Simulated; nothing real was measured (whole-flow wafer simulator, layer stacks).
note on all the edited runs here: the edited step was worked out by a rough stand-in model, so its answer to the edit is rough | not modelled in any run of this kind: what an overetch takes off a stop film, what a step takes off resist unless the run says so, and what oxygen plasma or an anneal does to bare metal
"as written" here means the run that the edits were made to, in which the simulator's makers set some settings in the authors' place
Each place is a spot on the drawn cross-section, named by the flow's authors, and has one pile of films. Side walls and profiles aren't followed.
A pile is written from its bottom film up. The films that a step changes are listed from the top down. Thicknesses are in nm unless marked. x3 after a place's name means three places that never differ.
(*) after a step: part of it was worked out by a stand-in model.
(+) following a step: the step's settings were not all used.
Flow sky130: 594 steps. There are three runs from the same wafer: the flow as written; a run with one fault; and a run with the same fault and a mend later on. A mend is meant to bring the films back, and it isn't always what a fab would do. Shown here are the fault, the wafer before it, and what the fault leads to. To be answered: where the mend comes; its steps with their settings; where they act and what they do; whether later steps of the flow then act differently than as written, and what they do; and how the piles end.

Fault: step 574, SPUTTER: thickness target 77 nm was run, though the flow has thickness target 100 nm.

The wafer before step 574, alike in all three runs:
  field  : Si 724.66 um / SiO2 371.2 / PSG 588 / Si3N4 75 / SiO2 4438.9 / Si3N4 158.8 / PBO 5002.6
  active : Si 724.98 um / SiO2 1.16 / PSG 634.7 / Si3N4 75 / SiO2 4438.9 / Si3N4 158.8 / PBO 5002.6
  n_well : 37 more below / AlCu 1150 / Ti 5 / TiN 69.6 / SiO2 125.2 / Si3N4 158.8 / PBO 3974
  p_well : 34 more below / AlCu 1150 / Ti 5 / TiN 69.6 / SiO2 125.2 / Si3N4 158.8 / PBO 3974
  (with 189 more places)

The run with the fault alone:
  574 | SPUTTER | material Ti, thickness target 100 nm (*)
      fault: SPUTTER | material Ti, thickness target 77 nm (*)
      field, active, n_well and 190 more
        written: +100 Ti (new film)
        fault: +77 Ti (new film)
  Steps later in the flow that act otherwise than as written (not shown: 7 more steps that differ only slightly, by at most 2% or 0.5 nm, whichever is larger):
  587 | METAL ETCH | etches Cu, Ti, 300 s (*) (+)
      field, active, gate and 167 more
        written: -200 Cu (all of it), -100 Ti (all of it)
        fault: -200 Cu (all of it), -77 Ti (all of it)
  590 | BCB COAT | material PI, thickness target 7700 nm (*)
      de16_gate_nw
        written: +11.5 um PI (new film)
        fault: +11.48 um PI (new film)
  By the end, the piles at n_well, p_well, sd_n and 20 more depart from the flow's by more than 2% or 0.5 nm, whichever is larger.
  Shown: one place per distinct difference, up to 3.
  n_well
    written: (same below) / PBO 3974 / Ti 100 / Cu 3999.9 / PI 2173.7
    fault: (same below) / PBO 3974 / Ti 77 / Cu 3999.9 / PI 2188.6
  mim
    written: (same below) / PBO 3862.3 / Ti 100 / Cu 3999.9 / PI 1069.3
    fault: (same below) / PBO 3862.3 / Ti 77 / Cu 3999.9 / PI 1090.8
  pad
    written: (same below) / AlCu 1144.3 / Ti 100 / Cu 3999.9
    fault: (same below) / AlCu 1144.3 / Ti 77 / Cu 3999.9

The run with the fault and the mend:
  The mend follows step 574.
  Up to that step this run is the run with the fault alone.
  574a | SPUTTER | material Ti, thickness target 23 nm (*) (the flow's step 574 again, with other settings)
      field, active, n_well and 190 more
        +23 Ti
  None of the later steps of the flow acts differently than as written at any place that is followed.
  The piles end the same as the flow's at every place that both follow.
